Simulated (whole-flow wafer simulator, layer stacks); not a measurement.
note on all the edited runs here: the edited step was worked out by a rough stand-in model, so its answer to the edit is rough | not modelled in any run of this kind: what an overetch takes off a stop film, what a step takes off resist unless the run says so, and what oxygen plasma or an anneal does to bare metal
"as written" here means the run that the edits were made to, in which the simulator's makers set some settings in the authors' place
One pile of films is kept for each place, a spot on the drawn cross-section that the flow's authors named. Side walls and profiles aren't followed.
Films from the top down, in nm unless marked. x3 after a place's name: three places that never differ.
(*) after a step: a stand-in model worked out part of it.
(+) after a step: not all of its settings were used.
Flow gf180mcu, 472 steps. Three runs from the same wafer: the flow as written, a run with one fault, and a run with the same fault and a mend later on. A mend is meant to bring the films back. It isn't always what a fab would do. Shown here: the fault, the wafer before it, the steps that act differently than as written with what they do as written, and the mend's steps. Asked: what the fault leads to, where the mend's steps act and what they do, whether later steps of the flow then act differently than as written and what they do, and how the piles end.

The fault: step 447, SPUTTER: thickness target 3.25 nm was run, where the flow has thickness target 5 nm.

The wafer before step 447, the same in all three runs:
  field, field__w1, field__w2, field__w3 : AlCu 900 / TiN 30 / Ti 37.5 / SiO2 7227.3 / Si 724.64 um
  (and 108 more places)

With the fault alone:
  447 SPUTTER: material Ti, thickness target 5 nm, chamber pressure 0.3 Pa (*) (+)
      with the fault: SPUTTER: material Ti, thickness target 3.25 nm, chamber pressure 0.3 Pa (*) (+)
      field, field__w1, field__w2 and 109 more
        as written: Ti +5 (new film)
        with the fault: Ti +3.25 (new film)
  Later steps of the flow that act differently than as written (4 more steps differ only slightly, by at most 2% or 0.5 nm, whichever is larger, and aren't shown):
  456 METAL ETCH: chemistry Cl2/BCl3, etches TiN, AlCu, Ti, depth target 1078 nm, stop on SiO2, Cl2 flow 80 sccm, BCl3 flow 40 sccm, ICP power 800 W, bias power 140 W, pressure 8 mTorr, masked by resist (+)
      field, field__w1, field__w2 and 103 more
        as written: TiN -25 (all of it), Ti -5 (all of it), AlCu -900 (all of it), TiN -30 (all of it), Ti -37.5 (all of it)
        with the fault: TiN -25 (all of it), Ti -3.25 (all of it), AlCu -900 (all of it), TiN -30 (all of it), Ti -37.5 (all of it)
  At the end the piles differ from the flow's by more than 2% or 0.5 nm, whichever is larger, at field__w8, contact, m1, m1__w1, pad, m1_nw.
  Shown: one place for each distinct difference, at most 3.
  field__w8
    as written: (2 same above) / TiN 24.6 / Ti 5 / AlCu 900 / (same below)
    with the fault: (2 same above) / TiN 24.6 / Ti 3.25 / AlCu 900 / (same below)
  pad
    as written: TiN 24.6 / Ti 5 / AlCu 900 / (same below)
    with the fault: TiN 24.6 / Ti 3.25 / AlCu 900 / (same below)

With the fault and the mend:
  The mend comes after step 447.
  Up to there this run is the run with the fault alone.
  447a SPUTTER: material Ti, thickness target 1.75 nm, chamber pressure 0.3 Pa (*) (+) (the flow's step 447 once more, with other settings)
      field, field__w1, field__w2 and 109 more
        Ti +1.75
  No later step of the flow acts differently than as written at any place that is followed.
  At the end the piles are the same as the flow's at every place that both follow.
